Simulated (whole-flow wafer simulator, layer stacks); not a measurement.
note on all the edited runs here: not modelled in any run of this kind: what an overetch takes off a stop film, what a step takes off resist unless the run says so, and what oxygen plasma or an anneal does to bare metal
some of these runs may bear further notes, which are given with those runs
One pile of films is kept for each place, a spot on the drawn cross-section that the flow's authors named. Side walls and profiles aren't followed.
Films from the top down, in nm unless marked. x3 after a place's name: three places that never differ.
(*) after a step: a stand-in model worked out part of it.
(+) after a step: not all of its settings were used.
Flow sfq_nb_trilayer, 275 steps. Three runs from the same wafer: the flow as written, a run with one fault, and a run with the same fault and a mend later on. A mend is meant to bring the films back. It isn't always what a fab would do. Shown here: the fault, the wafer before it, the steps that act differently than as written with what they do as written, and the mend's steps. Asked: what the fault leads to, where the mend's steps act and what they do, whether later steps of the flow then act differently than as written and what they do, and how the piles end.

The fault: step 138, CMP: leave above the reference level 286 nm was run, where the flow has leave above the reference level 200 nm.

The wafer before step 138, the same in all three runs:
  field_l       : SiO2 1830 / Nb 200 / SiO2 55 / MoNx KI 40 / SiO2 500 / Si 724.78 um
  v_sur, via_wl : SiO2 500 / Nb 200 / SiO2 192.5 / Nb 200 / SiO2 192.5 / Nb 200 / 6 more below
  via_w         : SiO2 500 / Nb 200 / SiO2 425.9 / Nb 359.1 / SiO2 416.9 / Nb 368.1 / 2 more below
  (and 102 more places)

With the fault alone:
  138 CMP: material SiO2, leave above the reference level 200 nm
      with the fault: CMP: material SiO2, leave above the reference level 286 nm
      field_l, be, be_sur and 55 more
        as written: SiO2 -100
        with the fault: SiO2 -14
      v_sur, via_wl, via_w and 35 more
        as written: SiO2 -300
        with the fault: SiO2 -214
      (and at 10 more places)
  Later steps of the flow that act differently than as written (6 more steps differ only slightly, by at most 2% or 0.5 nm, whichever is larger, and aren't shown):
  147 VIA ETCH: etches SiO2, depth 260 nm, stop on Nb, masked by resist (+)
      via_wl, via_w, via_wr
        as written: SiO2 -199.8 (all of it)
        with the fault: SiO2 -260
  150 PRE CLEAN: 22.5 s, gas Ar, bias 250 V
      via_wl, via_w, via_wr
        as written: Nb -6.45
        with the fault: SiO2 -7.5
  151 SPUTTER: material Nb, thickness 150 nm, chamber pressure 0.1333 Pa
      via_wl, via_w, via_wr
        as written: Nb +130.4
        with the fault: Nb +123.3 (new film)
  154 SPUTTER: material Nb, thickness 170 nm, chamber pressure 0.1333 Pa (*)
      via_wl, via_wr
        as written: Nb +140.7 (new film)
        with the fault: Nb +103.1 (new film)
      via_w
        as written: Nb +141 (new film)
        with the fault: Nb +136 (new film)
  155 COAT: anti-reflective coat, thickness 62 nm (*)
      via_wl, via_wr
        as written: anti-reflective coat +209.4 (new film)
        with the fault: anti-reflective coat +321.3 (new film)
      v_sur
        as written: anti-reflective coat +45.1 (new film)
        with the fault: anti-reflective coat +42.8 (new film)
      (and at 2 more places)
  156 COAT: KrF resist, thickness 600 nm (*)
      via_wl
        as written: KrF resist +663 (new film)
        with the fault: KrF resist +648.6 (new film)
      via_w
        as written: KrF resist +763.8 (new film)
        with the fault: KrF resist +811.1 (new film)
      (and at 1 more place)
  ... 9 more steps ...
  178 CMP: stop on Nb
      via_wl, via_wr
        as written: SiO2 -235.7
        with the fault: SiO2 -227.2
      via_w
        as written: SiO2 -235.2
        with the fault: SiO2 -227.2
  At the end the piles differ from the flow's by more than 2% or 0.5 nm, whichever is larger, at field_l, v_sur, via_wl and 103 more.
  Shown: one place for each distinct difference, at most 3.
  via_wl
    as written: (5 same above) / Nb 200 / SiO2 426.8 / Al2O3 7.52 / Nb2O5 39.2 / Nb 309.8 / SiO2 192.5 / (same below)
    with the fault: (5 same above) / Nb 200 / SiO2 469.8 / Nb2O5 52.6 / Al2O3 0.96 / Al 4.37 / Nb 123.3 / SiO2 18.3 / Nb 200 / SiO2 192.5 / (same below)
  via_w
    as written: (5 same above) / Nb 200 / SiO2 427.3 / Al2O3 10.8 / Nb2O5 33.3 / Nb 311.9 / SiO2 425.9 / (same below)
    with the fault: (5 same above) / Nb 200 / SiO2 495.5 / Al2O3 10.1 / Nb2O5 34.7 / Nb 110.8 / SiO2 18.3 / Nb 200 / SiO2 425.9 / (same below)
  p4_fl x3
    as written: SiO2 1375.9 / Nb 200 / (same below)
    with the fault: SiO2 1461.9 / Nb 200 / (same below)

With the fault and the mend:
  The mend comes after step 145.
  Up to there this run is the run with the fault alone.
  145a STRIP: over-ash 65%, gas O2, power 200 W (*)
      field_l, v_sur, via_sp and 100 more
        KrF resist -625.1 (all of it), anti-reflective coat -62 (all of it)
      via_wl, via_w, via_wr
        anti-reflective coat -62 (all of it)
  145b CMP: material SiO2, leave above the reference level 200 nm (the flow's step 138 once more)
      field_l, v_sur, via_wl and 103 more
        SiO2 -86
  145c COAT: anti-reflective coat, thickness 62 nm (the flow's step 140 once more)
      field_l, v_sur, via_wl and 103 more
        anti-reflective coat +62 (new film)
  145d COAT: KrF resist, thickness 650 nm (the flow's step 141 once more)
      field_l, v_sur, via_wl and 103 more
        KrF resist +650 (new film)
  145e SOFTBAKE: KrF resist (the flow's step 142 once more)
      changes no film at any place that is followed
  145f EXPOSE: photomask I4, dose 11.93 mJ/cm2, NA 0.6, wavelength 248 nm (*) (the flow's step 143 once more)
      changes no film at any place that is followed
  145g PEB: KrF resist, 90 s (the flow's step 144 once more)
      field_l, v_sur, via_wl and 103 more
        KrF resist -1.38
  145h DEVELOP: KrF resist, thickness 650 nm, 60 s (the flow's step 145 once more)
      field_l, v_sur, via_sp and 100 more
        KrF resist -23.5
      via_wl, via_w, via_wr
        KrF resist -648.6 (all of it)
  No later step of the flow acts differently than as written at any place that is followed.
  At the end the piles are the same as the flow's at every place that both follow.
